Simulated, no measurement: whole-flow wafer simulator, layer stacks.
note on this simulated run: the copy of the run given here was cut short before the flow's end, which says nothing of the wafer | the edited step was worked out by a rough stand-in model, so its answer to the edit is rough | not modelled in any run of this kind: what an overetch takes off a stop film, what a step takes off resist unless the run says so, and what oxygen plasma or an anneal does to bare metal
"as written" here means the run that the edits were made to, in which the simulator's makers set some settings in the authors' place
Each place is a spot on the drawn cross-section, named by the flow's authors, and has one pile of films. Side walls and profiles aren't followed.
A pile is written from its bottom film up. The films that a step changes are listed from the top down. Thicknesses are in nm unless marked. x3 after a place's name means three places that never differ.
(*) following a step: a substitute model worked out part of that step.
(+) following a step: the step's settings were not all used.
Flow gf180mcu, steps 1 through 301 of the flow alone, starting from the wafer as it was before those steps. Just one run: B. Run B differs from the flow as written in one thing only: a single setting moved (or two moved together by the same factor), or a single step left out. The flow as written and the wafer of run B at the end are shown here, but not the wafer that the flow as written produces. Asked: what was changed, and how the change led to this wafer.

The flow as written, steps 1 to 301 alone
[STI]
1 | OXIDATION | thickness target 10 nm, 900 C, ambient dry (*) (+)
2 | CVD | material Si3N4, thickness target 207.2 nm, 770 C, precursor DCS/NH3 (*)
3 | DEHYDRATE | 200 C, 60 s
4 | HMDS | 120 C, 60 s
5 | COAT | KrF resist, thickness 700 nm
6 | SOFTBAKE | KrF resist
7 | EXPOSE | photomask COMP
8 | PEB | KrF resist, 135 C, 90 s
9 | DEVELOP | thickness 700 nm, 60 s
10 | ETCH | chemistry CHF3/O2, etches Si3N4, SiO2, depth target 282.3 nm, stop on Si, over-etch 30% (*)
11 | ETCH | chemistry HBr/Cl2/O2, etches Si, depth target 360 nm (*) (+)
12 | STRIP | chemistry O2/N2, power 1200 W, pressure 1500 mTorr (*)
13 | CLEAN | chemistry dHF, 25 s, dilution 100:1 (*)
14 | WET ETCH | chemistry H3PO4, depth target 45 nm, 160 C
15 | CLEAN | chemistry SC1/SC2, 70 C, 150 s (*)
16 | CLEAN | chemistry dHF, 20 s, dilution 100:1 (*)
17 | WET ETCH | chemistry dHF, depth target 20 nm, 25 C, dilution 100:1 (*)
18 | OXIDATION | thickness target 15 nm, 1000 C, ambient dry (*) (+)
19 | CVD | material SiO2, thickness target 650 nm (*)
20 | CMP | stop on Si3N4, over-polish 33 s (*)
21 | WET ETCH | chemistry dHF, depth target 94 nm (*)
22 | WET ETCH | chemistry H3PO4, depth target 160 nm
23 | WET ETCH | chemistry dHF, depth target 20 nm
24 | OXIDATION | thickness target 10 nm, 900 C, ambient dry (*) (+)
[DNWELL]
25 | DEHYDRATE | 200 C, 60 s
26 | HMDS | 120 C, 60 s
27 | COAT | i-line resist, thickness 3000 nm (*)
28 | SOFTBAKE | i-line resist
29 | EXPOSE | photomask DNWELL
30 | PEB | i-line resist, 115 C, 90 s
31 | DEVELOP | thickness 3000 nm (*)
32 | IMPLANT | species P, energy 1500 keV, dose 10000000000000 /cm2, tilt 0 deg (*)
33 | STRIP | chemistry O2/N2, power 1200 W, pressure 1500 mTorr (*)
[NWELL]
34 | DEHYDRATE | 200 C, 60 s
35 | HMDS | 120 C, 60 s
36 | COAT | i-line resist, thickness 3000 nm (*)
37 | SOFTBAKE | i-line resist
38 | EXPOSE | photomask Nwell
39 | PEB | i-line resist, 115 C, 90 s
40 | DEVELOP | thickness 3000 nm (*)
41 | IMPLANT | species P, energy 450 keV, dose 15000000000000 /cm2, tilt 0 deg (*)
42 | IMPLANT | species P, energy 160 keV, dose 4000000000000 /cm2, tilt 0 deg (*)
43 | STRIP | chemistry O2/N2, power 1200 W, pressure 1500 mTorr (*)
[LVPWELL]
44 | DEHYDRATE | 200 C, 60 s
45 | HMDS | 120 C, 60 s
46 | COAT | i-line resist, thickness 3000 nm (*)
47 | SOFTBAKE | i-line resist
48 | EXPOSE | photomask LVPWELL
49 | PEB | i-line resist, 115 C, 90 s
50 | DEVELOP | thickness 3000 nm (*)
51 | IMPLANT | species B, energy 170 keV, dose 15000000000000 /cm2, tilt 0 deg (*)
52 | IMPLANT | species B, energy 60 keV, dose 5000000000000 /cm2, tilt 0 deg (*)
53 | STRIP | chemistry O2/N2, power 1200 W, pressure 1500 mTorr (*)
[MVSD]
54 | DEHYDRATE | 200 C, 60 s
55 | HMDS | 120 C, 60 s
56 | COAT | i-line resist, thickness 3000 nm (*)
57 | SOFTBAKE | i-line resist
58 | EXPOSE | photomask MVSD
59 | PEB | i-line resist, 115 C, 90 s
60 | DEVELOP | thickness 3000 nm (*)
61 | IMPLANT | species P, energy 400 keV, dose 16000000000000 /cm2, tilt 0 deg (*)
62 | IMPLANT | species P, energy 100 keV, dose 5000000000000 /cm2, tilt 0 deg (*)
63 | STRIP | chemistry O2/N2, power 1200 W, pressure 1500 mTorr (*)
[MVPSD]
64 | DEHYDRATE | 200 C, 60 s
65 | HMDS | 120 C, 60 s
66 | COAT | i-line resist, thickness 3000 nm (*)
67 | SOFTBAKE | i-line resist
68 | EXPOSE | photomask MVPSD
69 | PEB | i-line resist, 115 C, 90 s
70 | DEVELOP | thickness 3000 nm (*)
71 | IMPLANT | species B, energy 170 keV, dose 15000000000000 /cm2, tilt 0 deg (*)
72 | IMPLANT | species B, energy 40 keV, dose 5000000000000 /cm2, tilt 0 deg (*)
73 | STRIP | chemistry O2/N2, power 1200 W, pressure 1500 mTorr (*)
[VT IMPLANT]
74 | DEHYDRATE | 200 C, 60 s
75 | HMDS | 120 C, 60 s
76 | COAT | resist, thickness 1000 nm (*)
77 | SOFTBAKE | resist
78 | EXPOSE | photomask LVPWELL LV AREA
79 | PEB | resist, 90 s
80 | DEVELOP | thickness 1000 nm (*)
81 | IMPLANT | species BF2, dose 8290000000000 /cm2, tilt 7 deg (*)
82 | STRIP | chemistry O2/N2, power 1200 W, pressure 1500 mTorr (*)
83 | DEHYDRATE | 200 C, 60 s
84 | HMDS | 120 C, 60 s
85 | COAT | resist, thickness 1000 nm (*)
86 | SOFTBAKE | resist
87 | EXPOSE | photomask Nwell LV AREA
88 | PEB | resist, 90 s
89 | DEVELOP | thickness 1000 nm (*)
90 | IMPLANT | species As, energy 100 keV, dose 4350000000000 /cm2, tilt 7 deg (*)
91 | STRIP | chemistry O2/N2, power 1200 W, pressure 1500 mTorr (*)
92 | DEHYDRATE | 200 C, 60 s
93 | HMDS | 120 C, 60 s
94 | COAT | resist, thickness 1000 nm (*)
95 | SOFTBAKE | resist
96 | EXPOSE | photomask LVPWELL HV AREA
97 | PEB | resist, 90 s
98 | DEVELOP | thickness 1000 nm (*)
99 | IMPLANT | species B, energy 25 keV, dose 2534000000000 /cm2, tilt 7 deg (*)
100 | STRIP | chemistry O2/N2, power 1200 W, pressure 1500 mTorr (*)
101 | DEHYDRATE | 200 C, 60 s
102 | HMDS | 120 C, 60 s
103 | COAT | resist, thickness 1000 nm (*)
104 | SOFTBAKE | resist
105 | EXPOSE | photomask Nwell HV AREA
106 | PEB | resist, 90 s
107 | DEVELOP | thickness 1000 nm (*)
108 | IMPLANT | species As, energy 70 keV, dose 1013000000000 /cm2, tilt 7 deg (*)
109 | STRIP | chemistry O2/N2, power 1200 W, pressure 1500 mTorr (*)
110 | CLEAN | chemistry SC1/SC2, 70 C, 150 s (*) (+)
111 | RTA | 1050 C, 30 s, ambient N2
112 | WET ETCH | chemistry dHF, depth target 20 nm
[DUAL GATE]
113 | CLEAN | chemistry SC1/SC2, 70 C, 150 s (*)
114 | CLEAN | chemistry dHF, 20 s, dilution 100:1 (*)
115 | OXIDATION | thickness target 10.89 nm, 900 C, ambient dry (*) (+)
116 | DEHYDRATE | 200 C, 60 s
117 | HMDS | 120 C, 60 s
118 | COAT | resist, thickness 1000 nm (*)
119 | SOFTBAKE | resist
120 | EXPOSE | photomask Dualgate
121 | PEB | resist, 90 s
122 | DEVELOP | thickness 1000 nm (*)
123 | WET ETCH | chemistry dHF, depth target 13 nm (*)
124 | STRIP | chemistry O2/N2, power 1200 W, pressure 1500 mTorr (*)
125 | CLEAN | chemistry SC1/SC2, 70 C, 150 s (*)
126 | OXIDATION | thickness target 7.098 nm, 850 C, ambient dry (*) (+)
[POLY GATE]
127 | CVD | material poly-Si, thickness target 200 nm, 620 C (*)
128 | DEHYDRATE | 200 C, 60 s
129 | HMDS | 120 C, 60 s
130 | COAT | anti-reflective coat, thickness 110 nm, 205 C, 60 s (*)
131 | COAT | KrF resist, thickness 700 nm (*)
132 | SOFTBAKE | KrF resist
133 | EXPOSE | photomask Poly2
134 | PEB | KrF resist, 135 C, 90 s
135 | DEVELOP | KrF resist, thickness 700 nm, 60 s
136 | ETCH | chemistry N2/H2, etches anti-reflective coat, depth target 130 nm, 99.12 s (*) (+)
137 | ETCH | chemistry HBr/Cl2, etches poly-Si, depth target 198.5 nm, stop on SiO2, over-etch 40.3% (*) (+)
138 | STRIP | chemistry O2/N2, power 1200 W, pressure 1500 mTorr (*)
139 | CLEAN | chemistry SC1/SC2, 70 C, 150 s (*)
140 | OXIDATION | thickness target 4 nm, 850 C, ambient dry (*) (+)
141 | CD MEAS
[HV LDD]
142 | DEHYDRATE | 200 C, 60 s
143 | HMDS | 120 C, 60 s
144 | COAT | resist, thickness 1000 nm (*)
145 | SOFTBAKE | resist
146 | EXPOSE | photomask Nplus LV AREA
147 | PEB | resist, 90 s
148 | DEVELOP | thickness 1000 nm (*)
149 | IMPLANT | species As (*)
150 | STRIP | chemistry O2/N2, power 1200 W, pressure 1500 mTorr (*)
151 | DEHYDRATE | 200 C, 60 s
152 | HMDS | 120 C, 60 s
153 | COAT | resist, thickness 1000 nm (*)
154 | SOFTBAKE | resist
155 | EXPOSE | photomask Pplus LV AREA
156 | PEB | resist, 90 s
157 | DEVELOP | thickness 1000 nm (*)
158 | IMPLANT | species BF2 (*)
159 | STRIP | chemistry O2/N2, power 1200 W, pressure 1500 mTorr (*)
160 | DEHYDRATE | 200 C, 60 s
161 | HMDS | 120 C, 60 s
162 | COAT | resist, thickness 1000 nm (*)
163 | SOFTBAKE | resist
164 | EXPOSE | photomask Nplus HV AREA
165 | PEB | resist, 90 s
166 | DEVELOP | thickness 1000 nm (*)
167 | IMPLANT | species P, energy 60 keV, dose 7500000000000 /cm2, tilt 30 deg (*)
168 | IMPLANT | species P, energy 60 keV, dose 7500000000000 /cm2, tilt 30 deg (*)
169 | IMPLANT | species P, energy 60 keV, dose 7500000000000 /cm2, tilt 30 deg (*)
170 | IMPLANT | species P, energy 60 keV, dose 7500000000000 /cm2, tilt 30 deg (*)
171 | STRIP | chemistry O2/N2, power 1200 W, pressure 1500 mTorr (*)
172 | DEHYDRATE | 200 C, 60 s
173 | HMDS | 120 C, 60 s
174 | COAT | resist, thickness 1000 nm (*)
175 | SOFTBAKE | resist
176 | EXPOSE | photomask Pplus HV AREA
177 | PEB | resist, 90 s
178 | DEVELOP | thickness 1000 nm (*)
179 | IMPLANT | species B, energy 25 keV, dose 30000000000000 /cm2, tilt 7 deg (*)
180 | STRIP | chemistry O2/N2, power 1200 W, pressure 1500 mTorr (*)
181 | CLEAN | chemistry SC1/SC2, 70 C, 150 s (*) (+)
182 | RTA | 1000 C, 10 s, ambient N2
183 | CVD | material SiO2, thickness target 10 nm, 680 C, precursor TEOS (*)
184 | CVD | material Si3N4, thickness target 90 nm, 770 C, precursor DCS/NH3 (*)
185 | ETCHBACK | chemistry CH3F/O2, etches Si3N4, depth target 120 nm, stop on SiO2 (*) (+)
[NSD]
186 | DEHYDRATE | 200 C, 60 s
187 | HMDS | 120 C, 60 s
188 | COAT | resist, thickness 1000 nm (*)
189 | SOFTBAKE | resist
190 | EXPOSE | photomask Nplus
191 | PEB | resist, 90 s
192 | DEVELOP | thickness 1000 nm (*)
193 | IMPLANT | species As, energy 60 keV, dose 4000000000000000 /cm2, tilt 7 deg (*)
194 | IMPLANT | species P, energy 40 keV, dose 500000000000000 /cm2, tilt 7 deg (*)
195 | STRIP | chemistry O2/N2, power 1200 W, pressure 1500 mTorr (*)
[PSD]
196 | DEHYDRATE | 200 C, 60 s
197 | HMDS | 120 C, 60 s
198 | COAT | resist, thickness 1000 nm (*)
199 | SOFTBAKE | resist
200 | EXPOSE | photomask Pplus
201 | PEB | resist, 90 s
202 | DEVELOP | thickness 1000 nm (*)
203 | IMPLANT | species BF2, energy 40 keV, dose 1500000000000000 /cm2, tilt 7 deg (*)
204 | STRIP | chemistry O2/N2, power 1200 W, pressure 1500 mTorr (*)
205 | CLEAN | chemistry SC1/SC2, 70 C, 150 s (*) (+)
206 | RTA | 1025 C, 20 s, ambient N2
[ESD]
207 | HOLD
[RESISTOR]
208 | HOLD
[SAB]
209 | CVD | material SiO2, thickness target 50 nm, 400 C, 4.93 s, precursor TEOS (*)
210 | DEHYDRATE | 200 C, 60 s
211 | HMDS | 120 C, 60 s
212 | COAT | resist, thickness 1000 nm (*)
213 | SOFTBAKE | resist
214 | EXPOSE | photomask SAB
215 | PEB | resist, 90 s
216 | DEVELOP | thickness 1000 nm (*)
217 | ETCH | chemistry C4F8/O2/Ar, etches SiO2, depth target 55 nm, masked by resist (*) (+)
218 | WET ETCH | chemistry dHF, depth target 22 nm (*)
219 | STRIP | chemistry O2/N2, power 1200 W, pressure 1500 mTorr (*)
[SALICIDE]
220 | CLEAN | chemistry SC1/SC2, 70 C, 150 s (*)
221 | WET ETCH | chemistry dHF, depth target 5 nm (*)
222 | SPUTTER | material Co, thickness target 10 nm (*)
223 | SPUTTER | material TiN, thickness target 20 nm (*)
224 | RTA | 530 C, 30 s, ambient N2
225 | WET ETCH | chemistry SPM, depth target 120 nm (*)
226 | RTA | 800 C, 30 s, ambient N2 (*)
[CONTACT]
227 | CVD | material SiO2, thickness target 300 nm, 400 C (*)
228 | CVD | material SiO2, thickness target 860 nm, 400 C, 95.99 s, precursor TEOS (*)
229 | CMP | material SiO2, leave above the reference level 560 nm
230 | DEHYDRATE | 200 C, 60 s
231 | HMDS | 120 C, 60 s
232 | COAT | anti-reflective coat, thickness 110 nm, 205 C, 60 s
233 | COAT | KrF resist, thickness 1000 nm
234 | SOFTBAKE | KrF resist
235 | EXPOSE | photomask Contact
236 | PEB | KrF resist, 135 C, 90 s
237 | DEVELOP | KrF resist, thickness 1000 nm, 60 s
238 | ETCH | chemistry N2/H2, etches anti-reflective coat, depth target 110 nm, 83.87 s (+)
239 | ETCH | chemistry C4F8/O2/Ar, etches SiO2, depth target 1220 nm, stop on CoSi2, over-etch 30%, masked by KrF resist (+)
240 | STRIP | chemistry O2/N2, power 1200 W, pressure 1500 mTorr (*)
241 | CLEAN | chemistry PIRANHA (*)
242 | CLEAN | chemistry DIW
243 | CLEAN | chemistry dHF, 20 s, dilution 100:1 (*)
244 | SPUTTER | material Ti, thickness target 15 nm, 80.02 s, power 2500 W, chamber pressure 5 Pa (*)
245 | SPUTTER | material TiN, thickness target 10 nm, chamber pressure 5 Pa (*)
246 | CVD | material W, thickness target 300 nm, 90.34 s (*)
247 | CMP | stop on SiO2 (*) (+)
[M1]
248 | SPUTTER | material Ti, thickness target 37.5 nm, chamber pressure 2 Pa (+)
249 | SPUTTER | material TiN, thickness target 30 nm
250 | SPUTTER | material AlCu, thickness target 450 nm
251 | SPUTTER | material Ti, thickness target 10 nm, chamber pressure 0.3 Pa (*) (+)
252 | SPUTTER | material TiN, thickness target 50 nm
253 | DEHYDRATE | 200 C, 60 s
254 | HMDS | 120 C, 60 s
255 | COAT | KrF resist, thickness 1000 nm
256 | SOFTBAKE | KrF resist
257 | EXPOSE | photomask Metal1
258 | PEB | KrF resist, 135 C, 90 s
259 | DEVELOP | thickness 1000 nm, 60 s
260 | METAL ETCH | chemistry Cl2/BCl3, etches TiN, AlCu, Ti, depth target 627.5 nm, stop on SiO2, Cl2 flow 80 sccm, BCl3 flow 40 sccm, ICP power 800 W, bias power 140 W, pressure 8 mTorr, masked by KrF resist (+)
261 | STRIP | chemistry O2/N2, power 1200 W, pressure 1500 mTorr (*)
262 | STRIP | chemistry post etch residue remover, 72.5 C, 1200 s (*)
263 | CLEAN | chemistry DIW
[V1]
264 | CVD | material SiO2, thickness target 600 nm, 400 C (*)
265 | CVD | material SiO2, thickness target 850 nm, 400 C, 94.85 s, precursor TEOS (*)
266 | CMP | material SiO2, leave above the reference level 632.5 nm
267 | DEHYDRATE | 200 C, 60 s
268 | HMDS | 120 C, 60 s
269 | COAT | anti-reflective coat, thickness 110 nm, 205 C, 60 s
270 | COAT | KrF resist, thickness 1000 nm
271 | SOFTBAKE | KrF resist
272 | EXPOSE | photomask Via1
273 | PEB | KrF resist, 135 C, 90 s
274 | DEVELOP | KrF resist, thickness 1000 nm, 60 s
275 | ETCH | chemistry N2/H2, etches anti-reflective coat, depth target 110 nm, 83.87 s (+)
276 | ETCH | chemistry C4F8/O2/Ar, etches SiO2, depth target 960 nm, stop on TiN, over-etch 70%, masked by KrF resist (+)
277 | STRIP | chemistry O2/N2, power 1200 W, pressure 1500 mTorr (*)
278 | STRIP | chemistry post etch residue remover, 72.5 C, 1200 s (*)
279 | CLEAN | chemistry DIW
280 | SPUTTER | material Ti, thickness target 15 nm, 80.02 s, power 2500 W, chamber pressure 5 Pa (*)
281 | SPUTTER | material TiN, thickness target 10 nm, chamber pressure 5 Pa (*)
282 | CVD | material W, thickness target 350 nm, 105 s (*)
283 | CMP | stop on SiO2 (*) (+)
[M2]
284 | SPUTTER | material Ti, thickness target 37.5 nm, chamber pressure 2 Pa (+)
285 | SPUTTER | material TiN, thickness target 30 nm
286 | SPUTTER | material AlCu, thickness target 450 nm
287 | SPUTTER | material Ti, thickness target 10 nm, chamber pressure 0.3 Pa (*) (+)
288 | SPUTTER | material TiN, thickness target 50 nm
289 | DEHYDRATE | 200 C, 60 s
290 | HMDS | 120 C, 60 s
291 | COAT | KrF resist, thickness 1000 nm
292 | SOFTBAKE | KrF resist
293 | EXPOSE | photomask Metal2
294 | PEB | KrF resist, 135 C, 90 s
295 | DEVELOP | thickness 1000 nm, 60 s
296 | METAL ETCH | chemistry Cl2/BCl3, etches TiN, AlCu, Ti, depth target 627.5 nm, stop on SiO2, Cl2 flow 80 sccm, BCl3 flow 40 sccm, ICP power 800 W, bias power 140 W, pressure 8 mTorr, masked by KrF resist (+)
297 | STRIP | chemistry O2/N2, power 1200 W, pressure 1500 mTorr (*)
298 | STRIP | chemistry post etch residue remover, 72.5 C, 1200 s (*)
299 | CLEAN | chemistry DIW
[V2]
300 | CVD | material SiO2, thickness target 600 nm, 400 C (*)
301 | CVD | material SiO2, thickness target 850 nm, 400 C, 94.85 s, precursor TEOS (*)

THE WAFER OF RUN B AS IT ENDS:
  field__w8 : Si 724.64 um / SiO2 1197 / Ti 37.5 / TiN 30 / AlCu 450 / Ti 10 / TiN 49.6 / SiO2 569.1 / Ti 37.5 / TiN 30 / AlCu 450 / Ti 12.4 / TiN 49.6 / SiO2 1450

Cause: step 287, SPUTTER: thickness target 12.4 nm was run, though the flow has thickness target 10 nm.
The wafer itself shows it: field__w8 has Ti 12.4, and step 287 as written asks for 10 nm.

Step by step, how the change led to this:
  287 | SPUTTER | material Ti, thickness target 10 nm, chamber pressure 0.3 Pa (*) (+)
      field, field__w1, field__w2 and 108 more: +12.4 Ti (new film) (as written it would have been: +10 Ti (new film))
  296 | METAL ETCH | chemistry Cl2/BCl3, etches TiN, AlCu, Ti, depth target 627.5 nm, stop on SiO2, Cl2 flow 80 sccm, BCl3 flow 40 sccm, ICP power 800 W, bias power 140 W, pressure 8 mTorr, masked by KrF resist (+)
      field, field__w1, field__w2 and 103 more: -50 TiN (all of it), -12.4 Ti (all of it), -450 AlCu (all of it), -30 TiN (all of it), -37.5 Ti (all of it) (as written it would have been: -50 TiN (all of it), -10 Ti (all of it), -450 AlCu (all of it), -30 TiN (all of it), -37.5 Ti (all of it))
